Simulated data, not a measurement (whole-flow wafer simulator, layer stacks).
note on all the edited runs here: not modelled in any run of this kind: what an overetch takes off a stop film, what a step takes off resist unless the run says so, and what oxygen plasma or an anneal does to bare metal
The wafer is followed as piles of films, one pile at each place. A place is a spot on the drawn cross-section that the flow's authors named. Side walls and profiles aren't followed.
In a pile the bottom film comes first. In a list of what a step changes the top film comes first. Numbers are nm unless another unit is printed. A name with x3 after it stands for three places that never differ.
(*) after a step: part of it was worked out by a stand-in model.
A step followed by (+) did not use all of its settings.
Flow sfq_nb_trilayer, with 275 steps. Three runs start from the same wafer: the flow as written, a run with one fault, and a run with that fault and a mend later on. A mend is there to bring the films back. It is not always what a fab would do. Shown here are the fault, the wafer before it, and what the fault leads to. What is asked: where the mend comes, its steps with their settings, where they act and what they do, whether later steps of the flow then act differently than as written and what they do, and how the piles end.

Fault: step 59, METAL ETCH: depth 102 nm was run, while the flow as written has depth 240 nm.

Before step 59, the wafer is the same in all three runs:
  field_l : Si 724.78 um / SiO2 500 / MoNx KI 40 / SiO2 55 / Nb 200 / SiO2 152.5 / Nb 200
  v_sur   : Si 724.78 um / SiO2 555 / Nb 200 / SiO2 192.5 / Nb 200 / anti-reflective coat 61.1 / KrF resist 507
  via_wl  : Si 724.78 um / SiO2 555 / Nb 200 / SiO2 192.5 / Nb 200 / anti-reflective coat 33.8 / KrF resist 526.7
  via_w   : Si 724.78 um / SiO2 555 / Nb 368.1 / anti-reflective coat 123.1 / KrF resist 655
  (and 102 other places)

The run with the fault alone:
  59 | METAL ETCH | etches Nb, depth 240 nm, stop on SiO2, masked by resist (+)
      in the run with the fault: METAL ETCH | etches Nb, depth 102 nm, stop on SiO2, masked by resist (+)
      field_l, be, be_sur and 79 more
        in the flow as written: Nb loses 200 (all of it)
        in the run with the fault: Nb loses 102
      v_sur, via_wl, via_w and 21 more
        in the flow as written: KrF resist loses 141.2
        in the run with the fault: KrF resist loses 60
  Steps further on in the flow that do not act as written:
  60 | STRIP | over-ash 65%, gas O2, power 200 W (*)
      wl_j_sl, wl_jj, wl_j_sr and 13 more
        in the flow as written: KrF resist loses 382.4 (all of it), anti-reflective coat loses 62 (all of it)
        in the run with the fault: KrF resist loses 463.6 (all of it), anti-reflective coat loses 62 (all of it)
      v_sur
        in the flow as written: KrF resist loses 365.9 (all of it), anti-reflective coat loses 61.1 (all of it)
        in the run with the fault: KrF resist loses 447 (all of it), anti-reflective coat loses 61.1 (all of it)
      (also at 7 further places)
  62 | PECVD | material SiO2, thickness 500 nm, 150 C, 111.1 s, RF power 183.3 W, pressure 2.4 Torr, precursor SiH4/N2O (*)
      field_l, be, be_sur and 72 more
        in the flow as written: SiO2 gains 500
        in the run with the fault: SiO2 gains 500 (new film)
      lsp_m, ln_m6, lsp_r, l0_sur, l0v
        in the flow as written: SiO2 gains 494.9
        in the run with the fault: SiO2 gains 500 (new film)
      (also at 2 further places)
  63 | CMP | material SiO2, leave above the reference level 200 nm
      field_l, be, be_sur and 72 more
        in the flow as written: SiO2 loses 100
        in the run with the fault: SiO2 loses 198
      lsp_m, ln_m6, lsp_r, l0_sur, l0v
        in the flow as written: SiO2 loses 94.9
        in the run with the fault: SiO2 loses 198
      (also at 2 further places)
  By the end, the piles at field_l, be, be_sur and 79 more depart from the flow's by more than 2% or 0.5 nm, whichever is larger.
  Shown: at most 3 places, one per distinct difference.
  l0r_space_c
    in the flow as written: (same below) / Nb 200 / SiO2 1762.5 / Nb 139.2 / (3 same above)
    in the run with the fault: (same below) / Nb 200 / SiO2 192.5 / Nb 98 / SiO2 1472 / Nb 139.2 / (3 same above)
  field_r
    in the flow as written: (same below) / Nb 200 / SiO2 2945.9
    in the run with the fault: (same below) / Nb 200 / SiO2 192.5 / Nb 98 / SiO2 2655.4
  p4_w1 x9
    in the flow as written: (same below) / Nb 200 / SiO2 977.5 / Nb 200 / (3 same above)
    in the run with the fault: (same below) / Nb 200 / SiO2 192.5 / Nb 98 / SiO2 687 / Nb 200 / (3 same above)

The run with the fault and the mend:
  After step 59 comes the mend.
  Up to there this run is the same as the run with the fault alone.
  59a | METAL ETCH | etches Nb, depth 138 nm, stop on SiO2, masked by resist (+) (the flow's step 59, run once more with other settings)
      field_l, be, be_sur and 79 more
        Nb loses 98 (all of it)
      v_sur, via_wl, via_w and 21 more
        KrF resist loses 81.2
  Every later step of the flow that is run acts as written at every place that is followed.
  The piles end the same as the flow's at every place that both follow.
